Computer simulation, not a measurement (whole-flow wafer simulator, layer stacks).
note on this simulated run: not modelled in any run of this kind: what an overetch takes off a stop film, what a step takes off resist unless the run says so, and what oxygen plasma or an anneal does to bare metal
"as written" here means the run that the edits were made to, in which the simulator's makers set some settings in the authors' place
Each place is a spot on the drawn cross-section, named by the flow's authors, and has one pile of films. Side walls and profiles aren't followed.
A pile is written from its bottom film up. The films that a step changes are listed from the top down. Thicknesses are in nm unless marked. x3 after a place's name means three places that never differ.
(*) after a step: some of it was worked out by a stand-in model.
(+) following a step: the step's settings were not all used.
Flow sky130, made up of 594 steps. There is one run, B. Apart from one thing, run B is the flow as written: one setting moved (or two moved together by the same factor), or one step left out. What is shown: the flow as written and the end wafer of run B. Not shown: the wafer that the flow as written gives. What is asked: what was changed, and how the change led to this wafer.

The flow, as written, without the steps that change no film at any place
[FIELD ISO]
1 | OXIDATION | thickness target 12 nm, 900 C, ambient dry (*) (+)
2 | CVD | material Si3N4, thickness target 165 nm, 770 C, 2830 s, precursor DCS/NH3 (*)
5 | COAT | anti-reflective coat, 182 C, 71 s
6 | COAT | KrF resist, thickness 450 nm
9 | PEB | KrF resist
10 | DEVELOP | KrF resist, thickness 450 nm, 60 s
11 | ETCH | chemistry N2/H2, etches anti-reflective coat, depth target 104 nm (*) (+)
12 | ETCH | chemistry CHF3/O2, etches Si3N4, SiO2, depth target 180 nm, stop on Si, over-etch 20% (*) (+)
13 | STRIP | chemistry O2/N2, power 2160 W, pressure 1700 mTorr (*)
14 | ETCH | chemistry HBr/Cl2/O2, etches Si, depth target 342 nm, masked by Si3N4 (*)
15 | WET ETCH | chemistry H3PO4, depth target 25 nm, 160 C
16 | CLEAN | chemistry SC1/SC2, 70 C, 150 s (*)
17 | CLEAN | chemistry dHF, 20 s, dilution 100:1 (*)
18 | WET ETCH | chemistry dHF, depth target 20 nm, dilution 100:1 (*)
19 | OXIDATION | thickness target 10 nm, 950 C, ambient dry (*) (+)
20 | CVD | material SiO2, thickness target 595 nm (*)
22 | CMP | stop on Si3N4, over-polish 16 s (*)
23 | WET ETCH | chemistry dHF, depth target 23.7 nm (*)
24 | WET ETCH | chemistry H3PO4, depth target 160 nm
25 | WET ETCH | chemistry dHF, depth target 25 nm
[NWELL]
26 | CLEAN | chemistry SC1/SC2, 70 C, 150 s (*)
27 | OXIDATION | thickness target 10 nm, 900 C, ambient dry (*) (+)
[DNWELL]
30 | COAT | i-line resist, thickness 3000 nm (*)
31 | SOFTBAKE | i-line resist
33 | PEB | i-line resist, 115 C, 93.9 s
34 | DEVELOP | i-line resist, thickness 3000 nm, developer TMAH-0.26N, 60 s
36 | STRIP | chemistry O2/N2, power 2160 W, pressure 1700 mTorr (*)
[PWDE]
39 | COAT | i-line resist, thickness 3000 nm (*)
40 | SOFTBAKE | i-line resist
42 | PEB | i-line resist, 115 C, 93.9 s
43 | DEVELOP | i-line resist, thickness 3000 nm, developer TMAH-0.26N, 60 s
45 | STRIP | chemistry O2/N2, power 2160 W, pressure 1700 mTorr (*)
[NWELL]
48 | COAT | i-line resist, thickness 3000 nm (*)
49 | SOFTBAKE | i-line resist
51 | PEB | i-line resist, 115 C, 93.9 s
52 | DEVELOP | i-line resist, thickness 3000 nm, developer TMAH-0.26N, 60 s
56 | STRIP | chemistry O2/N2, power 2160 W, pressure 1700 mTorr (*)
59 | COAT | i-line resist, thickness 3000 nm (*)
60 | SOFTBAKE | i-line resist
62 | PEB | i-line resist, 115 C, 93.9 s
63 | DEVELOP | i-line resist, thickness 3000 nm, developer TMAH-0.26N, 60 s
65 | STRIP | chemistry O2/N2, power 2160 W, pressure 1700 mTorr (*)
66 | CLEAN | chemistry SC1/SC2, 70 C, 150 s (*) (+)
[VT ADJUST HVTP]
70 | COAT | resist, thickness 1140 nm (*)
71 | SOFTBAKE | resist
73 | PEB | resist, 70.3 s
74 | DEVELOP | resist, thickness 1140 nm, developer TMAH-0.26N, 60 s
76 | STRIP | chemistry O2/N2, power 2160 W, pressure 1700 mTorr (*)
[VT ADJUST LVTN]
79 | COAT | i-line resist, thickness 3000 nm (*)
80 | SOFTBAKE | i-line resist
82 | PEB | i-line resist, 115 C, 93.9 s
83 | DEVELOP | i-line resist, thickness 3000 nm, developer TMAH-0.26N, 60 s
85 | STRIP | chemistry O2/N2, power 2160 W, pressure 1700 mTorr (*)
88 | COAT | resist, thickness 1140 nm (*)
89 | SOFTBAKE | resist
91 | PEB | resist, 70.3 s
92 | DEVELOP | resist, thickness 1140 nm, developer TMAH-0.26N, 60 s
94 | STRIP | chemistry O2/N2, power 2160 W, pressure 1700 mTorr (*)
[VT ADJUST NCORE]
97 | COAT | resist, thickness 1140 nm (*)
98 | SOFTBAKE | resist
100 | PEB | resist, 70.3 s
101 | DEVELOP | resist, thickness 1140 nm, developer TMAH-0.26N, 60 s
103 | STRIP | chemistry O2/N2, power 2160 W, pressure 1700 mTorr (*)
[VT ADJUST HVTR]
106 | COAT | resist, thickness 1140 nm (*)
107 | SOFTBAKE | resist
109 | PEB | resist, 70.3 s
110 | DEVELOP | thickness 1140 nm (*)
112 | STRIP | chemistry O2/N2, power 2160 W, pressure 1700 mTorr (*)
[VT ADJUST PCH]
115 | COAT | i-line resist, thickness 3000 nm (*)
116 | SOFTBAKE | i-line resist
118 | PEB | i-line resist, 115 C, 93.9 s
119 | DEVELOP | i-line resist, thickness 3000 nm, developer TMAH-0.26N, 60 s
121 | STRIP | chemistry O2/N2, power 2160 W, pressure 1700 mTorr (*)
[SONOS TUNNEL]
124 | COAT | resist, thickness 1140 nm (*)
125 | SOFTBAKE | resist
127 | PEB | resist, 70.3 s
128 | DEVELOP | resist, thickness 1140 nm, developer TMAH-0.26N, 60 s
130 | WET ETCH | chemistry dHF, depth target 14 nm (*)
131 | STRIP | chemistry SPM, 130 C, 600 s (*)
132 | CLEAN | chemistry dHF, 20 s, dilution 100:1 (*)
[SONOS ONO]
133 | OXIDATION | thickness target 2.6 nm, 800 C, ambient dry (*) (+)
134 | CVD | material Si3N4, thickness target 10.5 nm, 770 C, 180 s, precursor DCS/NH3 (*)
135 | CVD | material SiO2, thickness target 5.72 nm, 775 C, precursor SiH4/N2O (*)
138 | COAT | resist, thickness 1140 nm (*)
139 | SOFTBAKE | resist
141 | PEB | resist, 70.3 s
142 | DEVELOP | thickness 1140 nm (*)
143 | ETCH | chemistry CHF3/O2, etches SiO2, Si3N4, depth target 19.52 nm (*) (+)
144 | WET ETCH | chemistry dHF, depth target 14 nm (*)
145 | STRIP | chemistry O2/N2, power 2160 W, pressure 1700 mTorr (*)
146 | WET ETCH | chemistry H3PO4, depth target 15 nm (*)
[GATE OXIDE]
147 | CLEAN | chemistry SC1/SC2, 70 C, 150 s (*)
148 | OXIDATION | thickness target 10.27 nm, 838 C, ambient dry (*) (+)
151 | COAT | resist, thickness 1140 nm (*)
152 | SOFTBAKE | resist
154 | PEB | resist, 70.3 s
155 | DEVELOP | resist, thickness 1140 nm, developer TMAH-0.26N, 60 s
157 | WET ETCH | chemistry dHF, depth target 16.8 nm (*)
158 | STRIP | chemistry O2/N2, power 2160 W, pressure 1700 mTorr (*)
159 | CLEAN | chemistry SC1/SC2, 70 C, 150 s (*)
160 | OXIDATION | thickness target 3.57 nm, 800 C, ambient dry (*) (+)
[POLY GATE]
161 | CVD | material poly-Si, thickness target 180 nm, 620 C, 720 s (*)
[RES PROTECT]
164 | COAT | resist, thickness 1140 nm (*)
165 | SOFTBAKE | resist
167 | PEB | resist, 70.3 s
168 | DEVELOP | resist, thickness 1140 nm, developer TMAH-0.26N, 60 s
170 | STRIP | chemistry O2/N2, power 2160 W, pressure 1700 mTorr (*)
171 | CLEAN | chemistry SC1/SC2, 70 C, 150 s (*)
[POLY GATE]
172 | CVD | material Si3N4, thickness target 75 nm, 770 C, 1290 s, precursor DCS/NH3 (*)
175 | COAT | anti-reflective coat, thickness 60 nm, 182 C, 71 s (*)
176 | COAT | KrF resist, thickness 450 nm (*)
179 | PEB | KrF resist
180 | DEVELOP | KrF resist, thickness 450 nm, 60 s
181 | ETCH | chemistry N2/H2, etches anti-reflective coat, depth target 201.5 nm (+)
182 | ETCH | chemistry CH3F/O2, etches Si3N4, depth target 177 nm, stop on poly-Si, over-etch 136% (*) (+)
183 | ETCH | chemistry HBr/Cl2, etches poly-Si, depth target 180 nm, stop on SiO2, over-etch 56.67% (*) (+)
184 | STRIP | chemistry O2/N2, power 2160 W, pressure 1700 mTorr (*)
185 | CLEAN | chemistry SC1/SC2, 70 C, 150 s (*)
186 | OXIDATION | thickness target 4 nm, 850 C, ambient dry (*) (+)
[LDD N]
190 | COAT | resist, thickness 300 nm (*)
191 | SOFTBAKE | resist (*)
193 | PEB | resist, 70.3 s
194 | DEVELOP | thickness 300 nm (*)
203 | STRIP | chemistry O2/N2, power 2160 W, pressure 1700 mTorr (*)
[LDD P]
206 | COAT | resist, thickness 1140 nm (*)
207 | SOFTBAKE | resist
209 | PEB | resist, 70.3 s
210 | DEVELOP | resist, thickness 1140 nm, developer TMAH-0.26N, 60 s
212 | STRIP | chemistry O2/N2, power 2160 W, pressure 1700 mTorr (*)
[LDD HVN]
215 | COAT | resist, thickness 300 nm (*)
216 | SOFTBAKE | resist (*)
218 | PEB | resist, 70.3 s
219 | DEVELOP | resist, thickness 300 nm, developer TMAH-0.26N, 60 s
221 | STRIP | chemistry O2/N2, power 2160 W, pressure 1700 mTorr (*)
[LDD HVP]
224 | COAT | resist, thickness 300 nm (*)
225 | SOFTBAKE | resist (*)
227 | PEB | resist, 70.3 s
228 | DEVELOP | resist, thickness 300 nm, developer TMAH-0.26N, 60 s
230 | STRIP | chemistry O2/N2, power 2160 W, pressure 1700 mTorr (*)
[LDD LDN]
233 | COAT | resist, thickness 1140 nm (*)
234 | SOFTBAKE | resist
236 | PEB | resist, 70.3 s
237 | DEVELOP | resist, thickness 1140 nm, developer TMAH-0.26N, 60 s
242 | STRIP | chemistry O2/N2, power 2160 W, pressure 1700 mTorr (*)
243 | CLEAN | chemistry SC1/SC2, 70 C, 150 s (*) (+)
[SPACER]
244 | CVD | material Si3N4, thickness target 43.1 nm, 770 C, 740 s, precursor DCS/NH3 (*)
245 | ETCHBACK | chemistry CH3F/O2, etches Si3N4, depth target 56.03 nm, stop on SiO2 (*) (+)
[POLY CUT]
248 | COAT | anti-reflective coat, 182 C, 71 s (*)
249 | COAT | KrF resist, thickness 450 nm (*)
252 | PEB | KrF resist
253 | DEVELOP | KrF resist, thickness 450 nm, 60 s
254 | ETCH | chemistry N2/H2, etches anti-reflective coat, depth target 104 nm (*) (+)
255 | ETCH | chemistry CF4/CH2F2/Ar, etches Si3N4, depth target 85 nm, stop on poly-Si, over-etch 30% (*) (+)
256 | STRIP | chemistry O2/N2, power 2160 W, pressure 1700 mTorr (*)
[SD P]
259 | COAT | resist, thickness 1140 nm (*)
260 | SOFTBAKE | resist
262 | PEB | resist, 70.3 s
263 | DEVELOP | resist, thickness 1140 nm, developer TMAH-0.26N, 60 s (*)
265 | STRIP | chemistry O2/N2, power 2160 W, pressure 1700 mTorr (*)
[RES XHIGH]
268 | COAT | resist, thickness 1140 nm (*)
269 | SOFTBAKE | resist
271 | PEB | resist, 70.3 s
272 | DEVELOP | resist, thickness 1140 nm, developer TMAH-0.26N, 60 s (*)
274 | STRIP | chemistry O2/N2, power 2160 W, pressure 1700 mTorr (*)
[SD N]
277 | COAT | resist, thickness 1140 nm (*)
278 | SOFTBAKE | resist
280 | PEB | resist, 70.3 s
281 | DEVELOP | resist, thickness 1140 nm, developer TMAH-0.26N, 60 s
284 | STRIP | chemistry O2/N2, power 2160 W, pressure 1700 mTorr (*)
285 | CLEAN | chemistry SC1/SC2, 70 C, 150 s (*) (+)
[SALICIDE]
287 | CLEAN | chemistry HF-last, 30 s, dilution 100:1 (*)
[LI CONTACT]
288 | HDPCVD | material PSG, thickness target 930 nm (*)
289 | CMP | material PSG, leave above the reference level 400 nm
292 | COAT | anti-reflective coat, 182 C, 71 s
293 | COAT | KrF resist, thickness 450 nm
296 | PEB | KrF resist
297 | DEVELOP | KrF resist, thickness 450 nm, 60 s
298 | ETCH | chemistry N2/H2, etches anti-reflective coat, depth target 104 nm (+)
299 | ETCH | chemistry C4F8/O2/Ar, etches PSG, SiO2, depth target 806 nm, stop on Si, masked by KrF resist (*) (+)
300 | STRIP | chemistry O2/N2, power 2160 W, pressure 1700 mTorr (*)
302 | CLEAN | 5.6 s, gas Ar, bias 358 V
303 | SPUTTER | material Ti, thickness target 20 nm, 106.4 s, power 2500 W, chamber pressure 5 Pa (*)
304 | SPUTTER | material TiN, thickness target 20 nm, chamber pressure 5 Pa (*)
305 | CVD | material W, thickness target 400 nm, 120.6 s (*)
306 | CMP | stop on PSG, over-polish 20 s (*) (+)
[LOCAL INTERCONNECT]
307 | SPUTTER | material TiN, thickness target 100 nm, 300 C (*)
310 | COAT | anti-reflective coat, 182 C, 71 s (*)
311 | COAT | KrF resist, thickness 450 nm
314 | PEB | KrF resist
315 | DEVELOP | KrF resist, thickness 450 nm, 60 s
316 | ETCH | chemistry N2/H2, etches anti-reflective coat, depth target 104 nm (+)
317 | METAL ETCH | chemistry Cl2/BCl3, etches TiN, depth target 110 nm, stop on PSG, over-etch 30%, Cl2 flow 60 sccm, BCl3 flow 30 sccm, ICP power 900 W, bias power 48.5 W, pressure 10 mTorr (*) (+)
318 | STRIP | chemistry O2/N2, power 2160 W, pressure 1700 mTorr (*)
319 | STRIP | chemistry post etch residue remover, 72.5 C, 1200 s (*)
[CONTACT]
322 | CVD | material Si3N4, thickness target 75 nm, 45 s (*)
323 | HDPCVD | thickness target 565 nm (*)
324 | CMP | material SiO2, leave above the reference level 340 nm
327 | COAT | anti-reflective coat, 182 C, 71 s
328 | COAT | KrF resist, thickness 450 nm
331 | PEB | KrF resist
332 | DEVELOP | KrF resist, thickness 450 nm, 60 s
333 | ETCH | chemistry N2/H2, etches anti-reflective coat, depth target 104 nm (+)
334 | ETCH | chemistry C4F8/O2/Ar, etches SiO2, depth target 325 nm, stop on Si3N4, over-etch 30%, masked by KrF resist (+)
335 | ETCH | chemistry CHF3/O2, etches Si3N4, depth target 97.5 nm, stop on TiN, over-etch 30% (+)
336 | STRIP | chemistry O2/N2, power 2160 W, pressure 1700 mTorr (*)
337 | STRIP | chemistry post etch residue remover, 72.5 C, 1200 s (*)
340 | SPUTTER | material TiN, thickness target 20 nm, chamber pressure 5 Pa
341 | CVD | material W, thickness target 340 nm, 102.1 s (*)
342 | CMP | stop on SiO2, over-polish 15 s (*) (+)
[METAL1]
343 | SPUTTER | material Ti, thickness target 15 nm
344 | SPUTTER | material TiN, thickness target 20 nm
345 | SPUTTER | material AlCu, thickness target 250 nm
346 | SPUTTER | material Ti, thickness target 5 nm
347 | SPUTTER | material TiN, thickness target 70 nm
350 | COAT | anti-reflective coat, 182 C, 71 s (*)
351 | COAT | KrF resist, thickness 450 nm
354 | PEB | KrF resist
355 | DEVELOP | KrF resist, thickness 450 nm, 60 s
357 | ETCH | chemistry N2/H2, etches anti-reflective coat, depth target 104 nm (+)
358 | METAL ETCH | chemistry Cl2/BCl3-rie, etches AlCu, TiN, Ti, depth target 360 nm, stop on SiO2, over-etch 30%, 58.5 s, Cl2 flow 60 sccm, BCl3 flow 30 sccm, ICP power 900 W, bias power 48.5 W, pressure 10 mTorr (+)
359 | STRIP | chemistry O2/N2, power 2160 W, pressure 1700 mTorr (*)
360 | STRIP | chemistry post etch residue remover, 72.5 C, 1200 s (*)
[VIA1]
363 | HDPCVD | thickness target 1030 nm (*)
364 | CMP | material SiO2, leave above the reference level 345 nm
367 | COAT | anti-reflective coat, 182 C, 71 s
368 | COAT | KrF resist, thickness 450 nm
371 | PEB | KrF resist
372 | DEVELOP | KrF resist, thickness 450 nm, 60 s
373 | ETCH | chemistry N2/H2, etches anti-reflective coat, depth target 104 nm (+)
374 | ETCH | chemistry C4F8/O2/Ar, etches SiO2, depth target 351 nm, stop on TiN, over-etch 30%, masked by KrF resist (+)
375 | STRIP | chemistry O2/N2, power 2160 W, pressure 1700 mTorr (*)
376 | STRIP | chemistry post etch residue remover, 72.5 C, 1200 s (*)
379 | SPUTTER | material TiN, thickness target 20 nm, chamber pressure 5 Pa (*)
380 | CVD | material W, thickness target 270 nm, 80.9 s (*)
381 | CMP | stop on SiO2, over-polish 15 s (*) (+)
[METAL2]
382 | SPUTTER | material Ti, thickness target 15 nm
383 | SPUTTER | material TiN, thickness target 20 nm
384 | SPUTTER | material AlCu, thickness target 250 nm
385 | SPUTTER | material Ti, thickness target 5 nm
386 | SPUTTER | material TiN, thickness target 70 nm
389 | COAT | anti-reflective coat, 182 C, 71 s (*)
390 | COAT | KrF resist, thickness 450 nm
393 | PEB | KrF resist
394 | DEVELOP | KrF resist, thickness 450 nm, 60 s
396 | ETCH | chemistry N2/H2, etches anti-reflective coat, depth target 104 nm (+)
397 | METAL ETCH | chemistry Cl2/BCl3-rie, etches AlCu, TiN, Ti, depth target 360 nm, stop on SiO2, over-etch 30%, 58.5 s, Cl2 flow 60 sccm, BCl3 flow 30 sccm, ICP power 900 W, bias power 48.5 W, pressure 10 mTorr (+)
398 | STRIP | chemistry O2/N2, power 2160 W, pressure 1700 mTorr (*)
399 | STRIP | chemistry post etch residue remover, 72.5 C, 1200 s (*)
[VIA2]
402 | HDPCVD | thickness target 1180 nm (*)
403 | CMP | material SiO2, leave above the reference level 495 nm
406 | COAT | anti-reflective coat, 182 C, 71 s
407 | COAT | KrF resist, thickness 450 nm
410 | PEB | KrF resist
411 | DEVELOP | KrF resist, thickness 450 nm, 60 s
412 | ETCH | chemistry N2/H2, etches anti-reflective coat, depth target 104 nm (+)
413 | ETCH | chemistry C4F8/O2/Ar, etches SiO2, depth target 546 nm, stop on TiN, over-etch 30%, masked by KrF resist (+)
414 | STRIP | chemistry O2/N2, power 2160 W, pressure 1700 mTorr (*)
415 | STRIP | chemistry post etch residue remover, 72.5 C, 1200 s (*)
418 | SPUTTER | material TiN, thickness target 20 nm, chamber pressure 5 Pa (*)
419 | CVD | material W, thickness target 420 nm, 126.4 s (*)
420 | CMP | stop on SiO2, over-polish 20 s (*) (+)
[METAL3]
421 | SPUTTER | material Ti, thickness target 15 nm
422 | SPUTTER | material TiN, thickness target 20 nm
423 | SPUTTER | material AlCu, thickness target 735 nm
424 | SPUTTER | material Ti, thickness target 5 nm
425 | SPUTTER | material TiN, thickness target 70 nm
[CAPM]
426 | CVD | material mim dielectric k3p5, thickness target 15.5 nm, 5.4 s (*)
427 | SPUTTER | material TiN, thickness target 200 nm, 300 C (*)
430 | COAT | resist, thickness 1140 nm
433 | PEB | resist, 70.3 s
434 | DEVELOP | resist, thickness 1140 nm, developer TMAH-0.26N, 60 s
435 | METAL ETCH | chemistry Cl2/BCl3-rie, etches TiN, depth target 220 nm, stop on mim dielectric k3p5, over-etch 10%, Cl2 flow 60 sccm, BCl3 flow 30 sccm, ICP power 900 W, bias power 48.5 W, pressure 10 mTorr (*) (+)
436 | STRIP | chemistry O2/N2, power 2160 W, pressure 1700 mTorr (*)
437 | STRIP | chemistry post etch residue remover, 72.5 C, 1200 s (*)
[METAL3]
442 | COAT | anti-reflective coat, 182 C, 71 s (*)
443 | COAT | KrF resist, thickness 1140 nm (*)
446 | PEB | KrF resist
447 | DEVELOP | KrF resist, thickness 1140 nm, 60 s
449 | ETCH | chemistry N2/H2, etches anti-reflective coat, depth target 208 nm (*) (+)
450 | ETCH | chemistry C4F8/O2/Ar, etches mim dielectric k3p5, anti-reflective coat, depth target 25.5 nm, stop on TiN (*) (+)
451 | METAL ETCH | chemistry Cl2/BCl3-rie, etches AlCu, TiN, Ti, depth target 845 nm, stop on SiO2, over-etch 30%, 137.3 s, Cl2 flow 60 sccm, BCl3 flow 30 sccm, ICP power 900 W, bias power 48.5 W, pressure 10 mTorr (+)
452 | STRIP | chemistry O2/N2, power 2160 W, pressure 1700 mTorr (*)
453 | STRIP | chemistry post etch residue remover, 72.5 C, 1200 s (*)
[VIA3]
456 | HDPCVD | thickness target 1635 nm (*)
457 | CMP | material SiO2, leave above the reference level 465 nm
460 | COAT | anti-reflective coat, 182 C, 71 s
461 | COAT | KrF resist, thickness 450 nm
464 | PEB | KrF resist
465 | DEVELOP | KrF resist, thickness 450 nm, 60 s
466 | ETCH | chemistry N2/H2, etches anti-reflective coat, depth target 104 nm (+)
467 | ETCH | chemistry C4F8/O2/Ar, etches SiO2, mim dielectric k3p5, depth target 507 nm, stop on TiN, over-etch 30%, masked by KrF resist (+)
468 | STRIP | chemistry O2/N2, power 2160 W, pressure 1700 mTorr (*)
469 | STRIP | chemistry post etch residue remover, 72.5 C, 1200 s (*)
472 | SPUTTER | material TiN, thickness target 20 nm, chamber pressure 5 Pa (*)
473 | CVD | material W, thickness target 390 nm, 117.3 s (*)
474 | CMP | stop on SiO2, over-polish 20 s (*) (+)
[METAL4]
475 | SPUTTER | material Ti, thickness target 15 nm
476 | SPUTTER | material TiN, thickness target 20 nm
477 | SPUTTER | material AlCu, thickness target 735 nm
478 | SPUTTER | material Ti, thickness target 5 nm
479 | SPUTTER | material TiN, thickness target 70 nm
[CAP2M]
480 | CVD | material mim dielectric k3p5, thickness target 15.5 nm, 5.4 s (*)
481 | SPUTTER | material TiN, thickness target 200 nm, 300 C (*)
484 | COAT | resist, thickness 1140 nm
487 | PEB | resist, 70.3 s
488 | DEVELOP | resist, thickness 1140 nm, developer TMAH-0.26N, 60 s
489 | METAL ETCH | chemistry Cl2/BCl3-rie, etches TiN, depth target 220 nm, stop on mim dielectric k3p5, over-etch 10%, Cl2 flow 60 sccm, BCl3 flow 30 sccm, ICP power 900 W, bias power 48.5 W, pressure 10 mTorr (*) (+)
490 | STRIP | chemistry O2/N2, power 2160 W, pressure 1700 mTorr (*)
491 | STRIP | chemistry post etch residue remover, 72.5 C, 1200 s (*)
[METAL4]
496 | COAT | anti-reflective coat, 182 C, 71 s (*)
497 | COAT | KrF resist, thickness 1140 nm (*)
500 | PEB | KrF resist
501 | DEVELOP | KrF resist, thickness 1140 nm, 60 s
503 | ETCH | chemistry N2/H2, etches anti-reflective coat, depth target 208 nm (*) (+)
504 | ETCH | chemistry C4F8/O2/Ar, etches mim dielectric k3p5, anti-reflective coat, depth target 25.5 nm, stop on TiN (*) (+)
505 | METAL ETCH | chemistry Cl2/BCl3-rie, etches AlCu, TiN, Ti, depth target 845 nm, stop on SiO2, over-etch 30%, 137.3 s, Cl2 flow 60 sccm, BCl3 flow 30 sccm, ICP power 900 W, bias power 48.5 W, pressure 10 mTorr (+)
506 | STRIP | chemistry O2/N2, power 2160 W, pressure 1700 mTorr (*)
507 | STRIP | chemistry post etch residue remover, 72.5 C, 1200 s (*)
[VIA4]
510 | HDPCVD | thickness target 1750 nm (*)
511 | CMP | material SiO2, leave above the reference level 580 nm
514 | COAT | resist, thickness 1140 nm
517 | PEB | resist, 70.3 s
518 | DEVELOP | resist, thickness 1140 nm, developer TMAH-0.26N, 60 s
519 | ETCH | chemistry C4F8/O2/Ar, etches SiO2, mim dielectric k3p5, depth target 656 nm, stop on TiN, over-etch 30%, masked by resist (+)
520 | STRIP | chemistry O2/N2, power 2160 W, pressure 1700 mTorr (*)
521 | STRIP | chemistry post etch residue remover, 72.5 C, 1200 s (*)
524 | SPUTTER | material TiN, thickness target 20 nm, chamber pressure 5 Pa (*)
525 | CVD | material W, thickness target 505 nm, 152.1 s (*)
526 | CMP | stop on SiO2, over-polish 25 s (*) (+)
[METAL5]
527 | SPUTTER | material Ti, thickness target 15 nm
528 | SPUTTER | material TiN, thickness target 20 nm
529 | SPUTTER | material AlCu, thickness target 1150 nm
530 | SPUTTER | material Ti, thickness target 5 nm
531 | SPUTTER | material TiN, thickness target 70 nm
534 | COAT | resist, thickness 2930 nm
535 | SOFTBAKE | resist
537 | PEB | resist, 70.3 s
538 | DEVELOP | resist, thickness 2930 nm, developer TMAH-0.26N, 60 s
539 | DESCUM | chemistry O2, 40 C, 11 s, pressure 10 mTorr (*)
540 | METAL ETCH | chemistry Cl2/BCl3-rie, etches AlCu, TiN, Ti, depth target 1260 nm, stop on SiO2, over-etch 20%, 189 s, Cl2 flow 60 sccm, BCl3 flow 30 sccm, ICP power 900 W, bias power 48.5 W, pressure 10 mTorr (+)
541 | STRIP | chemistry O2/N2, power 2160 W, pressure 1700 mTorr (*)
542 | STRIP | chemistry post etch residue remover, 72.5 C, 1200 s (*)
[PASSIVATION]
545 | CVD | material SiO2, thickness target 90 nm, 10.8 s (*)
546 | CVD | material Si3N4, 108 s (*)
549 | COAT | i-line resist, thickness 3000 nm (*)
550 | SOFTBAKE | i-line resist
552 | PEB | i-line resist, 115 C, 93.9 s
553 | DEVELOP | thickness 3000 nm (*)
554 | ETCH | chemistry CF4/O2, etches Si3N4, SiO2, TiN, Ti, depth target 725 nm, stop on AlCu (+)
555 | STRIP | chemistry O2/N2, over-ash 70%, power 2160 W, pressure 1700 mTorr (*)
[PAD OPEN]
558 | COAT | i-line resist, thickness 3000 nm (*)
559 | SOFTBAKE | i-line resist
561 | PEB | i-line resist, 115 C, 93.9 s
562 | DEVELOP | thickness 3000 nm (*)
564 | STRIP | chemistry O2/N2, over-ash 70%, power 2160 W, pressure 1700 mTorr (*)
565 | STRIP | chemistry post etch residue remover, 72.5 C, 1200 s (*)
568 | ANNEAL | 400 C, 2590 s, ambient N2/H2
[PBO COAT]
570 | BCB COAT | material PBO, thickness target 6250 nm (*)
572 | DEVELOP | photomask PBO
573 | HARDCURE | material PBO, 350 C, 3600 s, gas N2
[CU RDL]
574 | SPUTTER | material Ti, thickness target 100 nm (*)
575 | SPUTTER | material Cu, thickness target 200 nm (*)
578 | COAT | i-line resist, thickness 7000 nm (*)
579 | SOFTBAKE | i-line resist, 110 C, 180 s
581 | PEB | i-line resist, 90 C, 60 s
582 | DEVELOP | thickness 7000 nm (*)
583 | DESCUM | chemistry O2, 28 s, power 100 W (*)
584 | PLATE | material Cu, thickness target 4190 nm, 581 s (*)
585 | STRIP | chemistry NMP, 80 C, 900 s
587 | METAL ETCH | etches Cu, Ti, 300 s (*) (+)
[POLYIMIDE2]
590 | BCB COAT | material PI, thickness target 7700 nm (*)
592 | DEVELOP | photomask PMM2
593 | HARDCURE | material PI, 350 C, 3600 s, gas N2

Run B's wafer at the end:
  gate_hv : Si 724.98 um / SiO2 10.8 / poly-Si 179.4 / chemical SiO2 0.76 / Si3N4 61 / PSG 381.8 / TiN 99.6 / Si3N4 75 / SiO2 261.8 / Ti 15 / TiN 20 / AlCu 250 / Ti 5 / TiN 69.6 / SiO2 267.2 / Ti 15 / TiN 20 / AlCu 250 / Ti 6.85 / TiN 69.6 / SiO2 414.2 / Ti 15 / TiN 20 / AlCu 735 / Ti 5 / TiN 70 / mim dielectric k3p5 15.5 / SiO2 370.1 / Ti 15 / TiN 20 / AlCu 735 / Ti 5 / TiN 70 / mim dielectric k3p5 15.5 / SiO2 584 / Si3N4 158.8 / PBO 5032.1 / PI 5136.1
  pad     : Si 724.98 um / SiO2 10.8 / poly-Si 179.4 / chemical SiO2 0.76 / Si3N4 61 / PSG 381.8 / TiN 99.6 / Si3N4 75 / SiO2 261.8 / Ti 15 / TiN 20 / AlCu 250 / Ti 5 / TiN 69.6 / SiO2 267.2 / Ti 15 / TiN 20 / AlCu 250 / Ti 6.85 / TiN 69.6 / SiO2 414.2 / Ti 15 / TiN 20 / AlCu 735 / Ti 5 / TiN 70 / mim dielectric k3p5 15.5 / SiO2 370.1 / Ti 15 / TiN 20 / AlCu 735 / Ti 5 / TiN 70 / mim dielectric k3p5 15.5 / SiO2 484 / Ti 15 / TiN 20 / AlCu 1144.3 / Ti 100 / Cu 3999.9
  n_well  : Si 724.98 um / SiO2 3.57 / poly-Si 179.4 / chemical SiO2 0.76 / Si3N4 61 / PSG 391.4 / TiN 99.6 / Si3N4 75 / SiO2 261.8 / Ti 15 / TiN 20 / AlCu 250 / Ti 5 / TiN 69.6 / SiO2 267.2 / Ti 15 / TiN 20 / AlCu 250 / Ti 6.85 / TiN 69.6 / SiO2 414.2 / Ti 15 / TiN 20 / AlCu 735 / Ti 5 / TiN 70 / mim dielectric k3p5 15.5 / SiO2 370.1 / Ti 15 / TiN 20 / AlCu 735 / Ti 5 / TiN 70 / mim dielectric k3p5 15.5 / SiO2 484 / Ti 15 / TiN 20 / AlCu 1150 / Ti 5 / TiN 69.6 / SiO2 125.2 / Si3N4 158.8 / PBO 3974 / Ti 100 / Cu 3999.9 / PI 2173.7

What caused this: step 385, SPUTTER: thickness target 6.85 nm was run, whereas the flow has thickness target 5 nm.
One can read it off the wafer: gate_hv has Ti 6.85, and step 385 as written asks for 5 nm.

Step by step, how the change led to this:
  385 | SPUTTER | material Ti, thickness target 5 nm
      field, active, n_well and 188 more: Ti gains 6.85 (new film) (as written it would have been: Ti gains 5 (new film))
  397 | METAL ETCH | chemistry Cl2/BCl3-rie, etches AlCu, TiN, Ti, depth target 360 nm, stop on SiO2, over-etch 30%, 58.5 s, Cl2 flow 60 sccm, BCl3 flow 30 sccm, ICP power 900 W, bias power 48.5 W, pressure 10 mTorr (+)
      field, active, gate and 82 more: TiN loses 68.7 (all of it), Ti loses 6.85 (all of it), AlCu loses 250 (all of it), TiN loses 20 (all of it), Ti loses 15 (all of it), SiO2 loses 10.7 (as written it would have been: TiN loses 68.7 (all of it), Ti loses 5 (all of it), AlCu loses 250 (all of it), TiN loses 20 (all of it), Ti loses 15 (all of it), SiO2 loses 10.9)
